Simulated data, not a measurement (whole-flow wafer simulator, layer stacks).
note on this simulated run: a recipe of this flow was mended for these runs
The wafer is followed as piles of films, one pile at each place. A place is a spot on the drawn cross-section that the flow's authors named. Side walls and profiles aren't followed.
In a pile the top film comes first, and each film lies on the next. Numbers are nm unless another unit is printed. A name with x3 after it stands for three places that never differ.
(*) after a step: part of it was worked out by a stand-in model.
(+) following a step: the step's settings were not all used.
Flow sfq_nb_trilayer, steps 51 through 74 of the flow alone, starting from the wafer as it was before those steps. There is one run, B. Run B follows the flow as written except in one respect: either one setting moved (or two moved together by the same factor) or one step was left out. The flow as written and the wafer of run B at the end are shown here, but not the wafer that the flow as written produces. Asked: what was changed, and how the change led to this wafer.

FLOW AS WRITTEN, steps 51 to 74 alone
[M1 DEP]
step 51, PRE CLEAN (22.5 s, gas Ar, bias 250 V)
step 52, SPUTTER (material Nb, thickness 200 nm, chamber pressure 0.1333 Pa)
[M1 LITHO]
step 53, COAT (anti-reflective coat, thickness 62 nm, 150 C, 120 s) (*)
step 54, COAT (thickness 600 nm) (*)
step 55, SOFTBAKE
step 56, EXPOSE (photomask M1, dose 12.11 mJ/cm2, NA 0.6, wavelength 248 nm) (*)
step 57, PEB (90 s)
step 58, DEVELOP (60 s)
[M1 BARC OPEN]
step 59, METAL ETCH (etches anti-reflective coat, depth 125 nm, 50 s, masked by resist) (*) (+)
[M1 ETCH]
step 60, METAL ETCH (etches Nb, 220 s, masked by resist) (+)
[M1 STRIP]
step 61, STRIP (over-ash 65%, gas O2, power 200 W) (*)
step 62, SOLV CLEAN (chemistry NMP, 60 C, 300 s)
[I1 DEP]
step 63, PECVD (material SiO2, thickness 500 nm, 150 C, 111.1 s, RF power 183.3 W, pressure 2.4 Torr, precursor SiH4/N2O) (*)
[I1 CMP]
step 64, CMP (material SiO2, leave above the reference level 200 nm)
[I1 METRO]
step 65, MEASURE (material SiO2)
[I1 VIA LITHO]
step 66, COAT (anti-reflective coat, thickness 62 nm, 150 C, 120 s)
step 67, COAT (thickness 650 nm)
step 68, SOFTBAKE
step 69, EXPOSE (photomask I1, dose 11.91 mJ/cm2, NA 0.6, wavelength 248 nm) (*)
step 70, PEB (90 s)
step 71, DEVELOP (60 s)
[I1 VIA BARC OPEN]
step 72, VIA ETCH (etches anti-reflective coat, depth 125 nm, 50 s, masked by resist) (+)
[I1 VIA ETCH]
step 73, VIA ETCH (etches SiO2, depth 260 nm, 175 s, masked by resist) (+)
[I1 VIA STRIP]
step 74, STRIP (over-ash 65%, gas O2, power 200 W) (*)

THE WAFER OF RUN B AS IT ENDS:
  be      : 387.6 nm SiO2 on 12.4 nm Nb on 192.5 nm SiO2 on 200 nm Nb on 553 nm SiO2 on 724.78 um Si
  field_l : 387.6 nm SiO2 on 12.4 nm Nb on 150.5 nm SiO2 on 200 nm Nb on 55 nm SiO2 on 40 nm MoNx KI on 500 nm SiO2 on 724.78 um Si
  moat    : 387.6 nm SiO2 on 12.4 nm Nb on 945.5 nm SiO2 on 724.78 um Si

Cause: step 60, METAL ETCH: 172 s was run, though the flow has 220 s.

The path from the change to this, step by step:
  step 60, METAL ETCH (etches Nb, 220 s, masked by resist) (+)
      field_l, be, be_sur and 79 more: Nb loses 187.6 (it would be, as written: Nb loses 200 (all of it), SiO2 loses 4)
      v_sur, via_wl, via_w and 21 more: KrF-resist-other-grade loses 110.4 (it would be, as written: KrF-resist-other-grade loses 141.2)
  step 61, STRIP (over-ash 65%, gas O2, power 200 W) (*)
      wl_j_sl x16: KrF-resist-other-grade loses 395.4 (all of it), anti-reflective coat loses 62 (all of it) (it would be, as written: KrF-resist-other-grade loses 364.6 (all of it), anti-reflective coat loses 62 (all of it))
      v_sur: KrF-resist-other-grade loses 392.7 (all of it), anti-reflective coat loses 45.6 (all of it) (it would be, as written: KrF-resist-other-grade loses 361.9 (all of it), anti-reflective coat loses 45.6 (all of it))
      (as well as at 7 more places)
  step 63, PECVD (material SiO2, thickness 500 nm, 150 C, 111.1 s, RF power 183.3 W, pressure 2.4 Torr, precursor SiH4/N2O) (*)
      field_l, be, be_sur and 72 more: SiO2 gains 500 (new film) (it would be, as written: SiO2 gains 500)
      lsp_m, ln_m6, lsp_r, l0_sur, l0v: SiO2 gains 500 (new film) (it would be, as written: SiO2 gains 494.8)
      (as well as at 2 more places)
  step 64, CMP (material SiO2, leave above the reference level 200 nm)
      field_l, be, be_sur and 72 more: SiO2 loses 112.4 (it would be, as written: SiO2 loses 96)
      lsp_m, ln_m6, lsp_r, l0_sur, l0v: SiO2 loses 112.4 (it would be, as written: SiO2 loses 90.8)
If metal films that touch count as one body, be has 2 bodies (between them, from the top down: SiO2 192.5); the flow as written gives 1 body.
If metal films that touch count as one body, field_l has 3 bodies (between them, from the top down: SiO2 150.5; SiO2 55); the flow as written gives 2 bodies (between them, from the top down: SiO2 55).
If metal films that touch count as one body, moat has 1 body; the flow as written gives 0 bodies.
